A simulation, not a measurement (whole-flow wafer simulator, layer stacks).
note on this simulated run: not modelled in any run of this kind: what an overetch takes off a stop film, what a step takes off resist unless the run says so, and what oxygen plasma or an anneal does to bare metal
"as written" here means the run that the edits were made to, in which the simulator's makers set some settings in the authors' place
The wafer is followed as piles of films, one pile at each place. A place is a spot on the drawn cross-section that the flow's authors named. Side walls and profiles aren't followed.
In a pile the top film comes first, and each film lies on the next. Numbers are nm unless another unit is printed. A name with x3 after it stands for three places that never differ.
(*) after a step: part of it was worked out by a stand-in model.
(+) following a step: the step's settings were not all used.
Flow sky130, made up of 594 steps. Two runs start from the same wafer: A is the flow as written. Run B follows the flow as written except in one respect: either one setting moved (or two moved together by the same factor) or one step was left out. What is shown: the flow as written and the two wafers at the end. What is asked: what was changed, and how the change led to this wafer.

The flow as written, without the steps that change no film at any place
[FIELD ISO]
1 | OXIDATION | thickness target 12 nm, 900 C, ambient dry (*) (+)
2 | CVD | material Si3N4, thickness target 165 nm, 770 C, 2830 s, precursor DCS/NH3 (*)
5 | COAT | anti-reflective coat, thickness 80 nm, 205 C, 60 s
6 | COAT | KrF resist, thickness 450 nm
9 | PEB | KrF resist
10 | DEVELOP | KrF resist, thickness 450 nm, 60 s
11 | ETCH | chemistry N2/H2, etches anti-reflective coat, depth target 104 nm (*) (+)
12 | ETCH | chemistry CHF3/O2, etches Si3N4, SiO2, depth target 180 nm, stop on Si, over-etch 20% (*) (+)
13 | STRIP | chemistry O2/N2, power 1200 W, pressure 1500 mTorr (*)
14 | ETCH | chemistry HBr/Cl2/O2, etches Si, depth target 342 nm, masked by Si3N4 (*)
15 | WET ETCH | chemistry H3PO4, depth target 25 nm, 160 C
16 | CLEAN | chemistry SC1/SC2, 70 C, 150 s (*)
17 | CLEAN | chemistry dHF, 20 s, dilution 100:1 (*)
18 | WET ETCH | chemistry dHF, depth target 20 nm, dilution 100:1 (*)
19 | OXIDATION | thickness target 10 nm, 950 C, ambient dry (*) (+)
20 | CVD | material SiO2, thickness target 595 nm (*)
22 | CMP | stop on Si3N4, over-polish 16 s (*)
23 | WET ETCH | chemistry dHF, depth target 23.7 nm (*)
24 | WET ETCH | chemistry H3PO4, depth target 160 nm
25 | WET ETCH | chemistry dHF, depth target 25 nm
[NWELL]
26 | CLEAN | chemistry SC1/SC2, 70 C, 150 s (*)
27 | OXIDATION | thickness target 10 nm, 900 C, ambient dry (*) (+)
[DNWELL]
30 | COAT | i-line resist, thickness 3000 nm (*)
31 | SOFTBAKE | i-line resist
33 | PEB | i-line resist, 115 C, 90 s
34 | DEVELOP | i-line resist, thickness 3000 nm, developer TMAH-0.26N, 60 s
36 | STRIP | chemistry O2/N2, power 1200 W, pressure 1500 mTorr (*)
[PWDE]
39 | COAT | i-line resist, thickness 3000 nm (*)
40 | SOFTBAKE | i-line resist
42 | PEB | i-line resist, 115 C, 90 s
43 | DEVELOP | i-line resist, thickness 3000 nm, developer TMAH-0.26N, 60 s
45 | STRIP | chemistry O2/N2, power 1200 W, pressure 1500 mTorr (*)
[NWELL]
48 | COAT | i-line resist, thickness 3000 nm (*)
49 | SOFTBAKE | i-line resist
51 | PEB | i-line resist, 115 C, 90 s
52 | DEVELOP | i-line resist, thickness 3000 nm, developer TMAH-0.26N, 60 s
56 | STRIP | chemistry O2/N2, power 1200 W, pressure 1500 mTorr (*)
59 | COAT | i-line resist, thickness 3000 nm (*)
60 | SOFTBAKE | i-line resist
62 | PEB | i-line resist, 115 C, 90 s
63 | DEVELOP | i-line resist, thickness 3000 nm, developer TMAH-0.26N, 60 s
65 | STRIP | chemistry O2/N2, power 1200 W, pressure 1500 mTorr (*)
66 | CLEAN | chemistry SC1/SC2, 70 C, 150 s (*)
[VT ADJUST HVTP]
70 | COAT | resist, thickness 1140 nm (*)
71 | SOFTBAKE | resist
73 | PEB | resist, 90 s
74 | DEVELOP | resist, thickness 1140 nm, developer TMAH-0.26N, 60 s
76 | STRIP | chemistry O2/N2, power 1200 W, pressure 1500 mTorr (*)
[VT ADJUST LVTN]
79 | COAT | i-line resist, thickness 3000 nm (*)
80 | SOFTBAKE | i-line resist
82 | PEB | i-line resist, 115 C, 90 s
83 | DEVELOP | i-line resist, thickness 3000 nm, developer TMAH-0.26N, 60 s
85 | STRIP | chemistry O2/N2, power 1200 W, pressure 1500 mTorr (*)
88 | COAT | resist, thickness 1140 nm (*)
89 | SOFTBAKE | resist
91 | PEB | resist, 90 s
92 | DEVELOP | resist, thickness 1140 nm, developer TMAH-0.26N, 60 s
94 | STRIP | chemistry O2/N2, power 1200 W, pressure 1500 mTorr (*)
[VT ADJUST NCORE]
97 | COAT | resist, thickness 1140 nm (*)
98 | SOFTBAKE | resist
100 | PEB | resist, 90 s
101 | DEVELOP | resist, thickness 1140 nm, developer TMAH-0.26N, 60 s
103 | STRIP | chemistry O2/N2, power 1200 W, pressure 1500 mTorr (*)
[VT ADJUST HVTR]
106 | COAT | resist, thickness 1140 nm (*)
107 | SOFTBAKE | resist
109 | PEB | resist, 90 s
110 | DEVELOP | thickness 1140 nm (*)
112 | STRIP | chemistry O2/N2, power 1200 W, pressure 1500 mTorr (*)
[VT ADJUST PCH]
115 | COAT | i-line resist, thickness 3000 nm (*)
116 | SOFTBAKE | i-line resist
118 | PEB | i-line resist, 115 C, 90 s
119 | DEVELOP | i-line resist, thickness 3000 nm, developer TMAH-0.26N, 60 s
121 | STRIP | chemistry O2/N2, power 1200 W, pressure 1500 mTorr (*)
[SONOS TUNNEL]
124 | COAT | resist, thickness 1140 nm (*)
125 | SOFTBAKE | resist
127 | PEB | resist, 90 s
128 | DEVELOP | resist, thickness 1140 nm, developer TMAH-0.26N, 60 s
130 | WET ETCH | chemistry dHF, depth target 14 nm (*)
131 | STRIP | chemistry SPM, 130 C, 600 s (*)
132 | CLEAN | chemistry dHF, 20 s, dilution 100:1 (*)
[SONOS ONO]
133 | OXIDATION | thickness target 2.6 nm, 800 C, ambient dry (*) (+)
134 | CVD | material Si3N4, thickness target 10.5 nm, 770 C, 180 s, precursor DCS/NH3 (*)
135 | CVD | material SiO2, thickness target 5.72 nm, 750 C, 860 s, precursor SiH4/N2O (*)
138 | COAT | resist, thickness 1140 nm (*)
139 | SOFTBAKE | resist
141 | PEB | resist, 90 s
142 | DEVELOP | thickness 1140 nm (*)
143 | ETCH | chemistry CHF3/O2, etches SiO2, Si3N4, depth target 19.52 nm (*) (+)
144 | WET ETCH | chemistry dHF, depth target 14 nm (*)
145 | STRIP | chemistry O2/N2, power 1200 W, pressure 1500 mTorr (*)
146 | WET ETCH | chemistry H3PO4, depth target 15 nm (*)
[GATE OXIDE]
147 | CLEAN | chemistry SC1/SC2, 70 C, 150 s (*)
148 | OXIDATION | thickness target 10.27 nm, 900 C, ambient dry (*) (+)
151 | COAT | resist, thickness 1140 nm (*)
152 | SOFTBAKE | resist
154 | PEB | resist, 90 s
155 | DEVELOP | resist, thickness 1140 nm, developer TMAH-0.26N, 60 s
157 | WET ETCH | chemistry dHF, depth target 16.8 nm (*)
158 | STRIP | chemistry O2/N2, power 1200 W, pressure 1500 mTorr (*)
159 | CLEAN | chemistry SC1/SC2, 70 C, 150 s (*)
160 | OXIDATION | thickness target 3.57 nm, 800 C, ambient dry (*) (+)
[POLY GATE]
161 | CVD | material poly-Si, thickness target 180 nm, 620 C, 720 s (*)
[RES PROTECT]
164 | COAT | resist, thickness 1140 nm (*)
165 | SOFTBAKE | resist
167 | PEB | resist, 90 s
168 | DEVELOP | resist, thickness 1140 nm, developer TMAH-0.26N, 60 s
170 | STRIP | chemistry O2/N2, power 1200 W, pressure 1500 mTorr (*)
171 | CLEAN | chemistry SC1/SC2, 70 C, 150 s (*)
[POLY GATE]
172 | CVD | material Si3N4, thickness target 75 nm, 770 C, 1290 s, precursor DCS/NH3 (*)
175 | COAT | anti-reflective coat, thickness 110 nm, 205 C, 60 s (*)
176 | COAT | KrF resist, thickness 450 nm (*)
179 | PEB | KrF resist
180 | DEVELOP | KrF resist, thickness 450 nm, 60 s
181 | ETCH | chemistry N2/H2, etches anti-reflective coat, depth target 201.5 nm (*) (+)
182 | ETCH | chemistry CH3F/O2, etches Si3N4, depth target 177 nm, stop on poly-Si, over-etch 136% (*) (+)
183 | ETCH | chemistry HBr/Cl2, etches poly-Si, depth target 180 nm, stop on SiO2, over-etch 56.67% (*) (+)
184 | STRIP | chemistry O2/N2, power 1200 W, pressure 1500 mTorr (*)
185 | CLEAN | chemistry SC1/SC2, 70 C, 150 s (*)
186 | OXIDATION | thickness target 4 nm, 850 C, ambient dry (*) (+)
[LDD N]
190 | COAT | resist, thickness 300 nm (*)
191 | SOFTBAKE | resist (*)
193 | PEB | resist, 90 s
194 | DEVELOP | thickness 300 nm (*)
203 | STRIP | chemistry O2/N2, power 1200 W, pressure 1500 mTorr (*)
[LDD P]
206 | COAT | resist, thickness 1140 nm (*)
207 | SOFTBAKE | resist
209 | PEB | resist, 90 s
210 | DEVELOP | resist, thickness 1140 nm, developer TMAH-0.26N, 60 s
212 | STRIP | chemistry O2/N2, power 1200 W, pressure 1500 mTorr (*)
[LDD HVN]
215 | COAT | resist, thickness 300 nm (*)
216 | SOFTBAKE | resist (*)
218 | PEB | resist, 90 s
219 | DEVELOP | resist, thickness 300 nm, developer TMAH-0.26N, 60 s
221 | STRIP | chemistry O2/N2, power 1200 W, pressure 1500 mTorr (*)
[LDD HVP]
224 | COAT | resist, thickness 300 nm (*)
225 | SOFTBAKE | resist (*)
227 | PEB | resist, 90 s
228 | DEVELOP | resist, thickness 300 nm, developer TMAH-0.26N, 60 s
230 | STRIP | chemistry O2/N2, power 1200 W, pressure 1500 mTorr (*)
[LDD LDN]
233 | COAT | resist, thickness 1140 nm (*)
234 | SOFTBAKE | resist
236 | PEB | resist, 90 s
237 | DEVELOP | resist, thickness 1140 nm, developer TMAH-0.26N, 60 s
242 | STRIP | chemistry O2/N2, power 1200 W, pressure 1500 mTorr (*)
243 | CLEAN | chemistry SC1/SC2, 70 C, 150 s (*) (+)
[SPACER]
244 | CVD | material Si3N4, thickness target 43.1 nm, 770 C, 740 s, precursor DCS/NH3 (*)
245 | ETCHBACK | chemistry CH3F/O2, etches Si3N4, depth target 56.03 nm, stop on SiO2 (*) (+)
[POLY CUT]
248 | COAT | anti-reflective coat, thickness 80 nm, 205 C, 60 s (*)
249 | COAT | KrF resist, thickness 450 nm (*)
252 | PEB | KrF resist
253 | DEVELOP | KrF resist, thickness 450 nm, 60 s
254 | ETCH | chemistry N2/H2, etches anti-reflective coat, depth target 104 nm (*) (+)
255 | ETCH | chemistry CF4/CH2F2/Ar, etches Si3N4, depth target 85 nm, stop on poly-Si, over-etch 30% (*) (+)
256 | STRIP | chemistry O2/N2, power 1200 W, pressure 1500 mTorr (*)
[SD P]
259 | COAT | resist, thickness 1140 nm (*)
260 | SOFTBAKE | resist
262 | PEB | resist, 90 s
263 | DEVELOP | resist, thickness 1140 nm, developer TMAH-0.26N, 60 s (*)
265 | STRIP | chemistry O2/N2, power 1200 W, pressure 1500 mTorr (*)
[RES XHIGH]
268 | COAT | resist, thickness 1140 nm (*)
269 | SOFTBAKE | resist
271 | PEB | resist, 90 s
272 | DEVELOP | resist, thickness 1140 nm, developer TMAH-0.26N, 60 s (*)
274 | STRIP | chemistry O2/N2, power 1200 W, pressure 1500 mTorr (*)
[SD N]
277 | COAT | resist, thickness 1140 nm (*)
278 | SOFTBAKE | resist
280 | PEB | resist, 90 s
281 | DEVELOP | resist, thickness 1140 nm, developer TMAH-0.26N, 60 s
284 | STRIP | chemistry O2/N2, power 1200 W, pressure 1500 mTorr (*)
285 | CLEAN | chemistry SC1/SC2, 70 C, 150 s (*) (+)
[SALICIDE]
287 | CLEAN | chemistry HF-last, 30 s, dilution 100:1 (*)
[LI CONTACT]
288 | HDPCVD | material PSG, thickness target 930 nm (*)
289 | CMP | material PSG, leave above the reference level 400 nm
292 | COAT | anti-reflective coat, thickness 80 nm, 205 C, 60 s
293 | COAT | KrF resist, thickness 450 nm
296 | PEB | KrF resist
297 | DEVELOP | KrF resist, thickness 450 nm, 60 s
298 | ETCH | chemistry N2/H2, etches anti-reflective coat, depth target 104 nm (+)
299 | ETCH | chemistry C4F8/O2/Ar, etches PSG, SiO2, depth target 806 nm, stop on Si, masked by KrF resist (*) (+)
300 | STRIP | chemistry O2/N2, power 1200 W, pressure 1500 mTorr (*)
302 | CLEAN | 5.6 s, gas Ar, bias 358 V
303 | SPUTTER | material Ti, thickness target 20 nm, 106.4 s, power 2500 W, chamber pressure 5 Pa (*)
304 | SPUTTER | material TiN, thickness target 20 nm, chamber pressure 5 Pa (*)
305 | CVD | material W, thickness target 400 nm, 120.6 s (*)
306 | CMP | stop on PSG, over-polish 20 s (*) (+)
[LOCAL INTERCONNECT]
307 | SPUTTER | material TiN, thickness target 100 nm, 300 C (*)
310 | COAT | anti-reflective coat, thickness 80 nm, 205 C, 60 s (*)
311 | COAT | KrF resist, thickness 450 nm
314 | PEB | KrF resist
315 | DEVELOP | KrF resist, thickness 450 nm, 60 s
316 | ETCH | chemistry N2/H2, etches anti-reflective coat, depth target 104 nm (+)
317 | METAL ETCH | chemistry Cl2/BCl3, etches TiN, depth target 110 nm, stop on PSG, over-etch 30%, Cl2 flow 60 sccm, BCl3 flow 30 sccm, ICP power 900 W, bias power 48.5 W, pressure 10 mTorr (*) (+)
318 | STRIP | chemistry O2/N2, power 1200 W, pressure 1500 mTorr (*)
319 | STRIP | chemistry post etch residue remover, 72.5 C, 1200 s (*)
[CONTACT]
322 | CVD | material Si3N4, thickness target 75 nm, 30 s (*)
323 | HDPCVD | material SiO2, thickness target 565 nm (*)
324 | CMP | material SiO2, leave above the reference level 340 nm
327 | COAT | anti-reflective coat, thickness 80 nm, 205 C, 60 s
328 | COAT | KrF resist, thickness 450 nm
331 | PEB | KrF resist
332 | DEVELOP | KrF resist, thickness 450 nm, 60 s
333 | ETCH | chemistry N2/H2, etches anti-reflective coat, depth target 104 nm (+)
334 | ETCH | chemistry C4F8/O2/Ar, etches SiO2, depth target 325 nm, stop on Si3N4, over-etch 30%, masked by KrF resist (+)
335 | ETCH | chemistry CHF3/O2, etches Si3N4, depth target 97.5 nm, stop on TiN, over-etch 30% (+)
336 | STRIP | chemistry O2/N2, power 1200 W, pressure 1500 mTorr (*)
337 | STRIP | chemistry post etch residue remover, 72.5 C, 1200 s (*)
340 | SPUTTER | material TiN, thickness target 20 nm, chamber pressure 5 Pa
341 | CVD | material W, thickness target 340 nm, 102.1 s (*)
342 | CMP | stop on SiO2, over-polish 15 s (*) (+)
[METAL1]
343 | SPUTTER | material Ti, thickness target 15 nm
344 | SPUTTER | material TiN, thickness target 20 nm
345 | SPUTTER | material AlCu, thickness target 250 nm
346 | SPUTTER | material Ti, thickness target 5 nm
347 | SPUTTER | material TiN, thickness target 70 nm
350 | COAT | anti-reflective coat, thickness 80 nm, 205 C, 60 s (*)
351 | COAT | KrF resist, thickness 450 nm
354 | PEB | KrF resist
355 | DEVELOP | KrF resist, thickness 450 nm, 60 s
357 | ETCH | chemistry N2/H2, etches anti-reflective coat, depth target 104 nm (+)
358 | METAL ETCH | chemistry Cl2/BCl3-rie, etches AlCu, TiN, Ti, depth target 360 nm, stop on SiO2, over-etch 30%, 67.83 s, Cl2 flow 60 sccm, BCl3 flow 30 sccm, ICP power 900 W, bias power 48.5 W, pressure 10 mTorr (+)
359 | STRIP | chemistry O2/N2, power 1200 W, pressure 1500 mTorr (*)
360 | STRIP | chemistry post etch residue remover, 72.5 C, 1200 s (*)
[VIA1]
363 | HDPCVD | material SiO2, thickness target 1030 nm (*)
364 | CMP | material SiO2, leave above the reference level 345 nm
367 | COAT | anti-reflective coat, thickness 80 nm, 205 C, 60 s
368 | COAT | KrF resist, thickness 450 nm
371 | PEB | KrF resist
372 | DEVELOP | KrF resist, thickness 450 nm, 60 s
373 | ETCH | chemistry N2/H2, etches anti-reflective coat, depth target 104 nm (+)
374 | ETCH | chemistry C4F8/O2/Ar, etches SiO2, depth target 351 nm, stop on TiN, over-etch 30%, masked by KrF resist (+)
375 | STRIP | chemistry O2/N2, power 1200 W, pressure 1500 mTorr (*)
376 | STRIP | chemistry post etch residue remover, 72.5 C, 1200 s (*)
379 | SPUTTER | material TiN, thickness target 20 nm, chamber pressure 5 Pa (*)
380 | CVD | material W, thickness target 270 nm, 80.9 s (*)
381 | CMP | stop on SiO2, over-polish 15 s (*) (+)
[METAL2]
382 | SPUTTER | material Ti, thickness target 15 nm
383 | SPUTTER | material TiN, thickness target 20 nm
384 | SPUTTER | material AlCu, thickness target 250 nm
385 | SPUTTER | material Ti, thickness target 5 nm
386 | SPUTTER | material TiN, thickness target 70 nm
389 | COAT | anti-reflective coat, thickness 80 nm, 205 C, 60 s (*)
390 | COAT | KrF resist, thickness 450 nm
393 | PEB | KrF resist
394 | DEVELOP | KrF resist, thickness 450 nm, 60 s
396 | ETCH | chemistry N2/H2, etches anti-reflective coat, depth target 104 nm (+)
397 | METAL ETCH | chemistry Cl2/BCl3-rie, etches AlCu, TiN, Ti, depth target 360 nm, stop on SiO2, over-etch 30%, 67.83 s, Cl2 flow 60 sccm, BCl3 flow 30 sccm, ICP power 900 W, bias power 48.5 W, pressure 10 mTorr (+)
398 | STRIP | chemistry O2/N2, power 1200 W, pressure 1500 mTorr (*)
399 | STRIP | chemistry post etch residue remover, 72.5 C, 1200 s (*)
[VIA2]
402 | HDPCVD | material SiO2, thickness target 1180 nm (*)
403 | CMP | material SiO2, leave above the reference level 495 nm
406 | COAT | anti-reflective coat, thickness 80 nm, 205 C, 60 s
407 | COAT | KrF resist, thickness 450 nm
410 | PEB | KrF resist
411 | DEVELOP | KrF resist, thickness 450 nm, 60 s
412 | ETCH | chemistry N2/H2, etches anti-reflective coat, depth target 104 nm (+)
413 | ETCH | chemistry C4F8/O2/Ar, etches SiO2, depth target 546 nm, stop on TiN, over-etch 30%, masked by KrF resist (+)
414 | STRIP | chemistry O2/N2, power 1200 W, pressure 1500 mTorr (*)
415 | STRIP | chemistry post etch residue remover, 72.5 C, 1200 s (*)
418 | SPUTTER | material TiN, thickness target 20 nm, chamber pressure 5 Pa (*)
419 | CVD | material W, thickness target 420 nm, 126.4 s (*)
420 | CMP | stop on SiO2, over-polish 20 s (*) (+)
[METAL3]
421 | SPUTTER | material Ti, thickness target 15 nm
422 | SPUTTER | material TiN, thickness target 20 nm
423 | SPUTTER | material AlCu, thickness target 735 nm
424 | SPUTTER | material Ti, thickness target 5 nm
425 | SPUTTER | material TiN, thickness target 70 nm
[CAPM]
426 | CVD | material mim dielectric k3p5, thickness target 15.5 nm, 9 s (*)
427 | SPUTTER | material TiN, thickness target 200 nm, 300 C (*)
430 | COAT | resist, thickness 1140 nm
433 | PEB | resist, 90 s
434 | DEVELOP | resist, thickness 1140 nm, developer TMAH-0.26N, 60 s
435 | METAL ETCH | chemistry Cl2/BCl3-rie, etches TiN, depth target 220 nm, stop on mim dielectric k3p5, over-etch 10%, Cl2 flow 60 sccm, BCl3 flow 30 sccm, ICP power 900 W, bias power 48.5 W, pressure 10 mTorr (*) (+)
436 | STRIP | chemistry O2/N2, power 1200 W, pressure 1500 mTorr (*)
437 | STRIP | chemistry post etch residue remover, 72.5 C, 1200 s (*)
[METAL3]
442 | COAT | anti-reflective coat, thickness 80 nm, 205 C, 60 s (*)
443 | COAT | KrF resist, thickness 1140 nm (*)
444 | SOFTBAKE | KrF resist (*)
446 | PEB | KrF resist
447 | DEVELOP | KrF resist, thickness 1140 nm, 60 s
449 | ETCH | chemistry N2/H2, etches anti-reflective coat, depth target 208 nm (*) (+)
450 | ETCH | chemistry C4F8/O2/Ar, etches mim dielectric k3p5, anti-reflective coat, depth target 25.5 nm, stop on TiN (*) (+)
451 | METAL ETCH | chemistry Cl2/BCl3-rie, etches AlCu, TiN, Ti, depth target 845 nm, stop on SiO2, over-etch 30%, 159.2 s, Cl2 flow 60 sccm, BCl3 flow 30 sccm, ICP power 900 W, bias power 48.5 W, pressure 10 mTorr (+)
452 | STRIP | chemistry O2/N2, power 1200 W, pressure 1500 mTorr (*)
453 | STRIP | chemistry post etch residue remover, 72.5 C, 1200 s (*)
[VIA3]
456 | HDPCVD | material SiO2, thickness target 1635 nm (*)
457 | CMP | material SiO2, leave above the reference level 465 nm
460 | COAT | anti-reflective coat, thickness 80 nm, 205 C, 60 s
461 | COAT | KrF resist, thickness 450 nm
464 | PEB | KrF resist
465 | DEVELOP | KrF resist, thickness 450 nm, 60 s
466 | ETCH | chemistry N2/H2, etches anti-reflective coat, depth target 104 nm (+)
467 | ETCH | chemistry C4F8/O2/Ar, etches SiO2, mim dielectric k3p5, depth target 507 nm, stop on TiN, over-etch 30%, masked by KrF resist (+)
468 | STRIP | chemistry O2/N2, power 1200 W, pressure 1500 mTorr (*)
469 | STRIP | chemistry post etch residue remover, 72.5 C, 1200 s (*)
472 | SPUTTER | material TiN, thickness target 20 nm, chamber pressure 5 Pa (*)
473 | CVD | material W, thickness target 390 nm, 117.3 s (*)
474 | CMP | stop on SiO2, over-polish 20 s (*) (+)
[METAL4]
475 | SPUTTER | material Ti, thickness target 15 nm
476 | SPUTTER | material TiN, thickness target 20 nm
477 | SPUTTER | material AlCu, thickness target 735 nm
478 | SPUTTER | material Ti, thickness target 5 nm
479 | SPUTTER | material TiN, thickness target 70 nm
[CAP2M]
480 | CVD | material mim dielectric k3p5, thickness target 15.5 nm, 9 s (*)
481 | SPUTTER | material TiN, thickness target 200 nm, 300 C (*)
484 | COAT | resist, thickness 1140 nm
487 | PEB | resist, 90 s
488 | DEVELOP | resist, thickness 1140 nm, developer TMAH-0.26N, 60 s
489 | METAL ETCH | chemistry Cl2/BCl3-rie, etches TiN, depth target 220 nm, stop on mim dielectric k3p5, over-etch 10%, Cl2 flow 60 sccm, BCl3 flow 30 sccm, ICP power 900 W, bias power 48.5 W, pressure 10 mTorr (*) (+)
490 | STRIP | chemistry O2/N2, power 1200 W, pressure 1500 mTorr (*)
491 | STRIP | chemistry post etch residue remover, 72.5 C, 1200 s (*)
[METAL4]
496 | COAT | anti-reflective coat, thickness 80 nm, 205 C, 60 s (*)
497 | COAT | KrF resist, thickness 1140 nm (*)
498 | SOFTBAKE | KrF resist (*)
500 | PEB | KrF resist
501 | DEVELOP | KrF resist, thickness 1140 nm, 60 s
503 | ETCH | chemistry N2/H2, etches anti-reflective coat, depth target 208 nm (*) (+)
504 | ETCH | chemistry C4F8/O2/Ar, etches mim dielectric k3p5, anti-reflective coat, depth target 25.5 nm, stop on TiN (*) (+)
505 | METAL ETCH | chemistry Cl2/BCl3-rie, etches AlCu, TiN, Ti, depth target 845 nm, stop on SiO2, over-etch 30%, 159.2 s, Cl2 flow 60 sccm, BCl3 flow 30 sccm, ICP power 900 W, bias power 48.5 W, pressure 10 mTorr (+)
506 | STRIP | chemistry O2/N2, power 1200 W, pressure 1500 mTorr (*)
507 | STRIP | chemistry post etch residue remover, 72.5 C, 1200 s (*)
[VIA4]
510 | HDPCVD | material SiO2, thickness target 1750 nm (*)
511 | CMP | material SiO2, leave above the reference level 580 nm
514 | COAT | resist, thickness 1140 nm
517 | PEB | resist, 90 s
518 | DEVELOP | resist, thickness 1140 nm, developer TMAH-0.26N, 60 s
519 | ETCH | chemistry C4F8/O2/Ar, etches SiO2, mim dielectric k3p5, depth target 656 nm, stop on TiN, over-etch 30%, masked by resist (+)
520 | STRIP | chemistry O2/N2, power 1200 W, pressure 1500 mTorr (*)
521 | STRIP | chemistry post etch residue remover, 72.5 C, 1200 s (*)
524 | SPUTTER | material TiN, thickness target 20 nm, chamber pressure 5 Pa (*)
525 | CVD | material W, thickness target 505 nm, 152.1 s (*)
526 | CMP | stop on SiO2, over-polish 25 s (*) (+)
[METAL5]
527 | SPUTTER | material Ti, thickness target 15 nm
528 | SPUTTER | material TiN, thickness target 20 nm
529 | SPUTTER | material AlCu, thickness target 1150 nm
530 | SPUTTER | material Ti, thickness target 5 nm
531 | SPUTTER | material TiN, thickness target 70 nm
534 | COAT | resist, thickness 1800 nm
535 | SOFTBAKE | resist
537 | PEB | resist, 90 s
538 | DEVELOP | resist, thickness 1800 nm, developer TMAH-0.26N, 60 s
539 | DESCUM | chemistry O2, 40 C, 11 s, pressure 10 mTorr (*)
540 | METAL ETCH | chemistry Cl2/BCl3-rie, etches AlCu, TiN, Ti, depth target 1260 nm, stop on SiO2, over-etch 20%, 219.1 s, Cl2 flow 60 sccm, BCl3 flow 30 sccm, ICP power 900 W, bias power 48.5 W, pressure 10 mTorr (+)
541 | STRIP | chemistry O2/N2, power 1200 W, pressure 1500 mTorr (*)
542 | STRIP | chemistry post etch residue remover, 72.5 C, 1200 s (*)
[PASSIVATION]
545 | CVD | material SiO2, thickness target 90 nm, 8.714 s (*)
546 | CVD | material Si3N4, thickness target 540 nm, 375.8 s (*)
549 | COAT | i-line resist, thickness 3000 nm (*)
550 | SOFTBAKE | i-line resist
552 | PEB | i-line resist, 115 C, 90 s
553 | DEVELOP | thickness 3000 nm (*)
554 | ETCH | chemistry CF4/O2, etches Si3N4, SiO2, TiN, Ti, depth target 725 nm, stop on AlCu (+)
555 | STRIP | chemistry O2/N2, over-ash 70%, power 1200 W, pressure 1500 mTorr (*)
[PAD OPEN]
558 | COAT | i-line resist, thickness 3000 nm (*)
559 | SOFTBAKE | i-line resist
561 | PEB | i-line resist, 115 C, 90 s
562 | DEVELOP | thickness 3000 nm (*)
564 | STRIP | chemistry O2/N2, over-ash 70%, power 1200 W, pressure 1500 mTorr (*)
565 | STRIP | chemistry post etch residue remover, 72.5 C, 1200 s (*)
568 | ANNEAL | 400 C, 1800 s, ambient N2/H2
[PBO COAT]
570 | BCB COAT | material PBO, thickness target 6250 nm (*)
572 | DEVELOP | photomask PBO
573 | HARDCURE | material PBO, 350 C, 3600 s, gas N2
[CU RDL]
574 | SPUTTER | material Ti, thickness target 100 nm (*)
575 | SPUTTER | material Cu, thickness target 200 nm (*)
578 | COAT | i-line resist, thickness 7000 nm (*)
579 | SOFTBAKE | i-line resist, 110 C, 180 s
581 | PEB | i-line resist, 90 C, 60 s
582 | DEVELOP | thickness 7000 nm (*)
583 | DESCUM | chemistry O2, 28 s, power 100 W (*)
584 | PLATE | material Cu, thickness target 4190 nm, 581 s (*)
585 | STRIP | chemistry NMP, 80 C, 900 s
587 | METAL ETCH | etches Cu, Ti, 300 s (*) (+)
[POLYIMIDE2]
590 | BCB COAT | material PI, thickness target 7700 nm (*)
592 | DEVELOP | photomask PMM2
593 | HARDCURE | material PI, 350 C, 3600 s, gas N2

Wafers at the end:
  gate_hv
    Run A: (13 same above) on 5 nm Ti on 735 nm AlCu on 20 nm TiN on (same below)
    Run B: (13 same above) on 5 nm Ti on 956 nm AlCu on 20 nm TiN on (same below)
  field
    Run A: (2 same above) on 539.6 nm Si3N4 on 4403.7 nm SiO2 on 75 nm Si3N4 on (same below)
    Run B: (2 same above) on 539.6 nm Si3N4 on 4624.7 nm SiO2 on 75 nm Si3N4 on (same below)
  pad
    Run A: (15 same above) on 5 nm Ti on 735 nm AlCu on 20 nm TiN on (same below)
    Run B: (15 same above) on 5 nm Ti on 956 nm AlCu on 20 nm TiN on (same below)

What caused this: step 423, SPUTTER: thickness target 956 nm was run, while the flow as written has thickness target 735 nm.
One can read it off the wafer: gate_hv has AlCu 956, and step 423 as written asks for 735 nm.

The path from the change to this, step by step:
  423 | SPUTTER | material AlCu, thickness target 735 nm
      field, active, n_well and 188 more: A AlCu gains 735 (new film) | B AlCu gains 956 (new film)
  451 | METAL ETCH | chemistry Cl2/BCl3-rie, etches AlCu, TiN, Ti, depth target 845 nm, stop on SiO2, over-etch 30%, 159.2 s, Cl2 flow 60 sccm, BCl3 flow 30 sccm, ICP power 900 W, bias power 48.5 W, pressure 10 mTorr (+)
      field, active, gate and 69 more: A TiN loses 70 (all of it), Ti loses 5 (all of it), AlCu loses 735 (all of it), TiN loses 20 (all of it), Ti loses 15 (all of it), SiO2 loses 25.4 | B TiN loses 70 (all of it), Ti loses 5 (all of it), AlCu loses 956 (all of it), TiN loses 20 (all of it), Ti loses 15 (all of it), SiO2 loses 3.25
      vpp_ln, vpp_iso2, ndiff_ln and 10 more: A TiN loses 70 (all of it), Ti loses 5 (all of it), AlCu loses 735 (all of it), TiN loses 20 (all of it), Ti loses 15 (all of it), SiO2 loses 25.3 | B TiN loses 70 (all of it), Ti loses 5 (all of it), AlCu loses 956 (all of it), TiN loses 20 (all of it), Ti loses 15 (all of it), SiO2 loses 3.25
  457 | CMP | material SiO2, leave above the reference level 465 nm
      field, active, gate and 82 more: A SiO2 loses 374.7 | B SiO2 loses 175.8
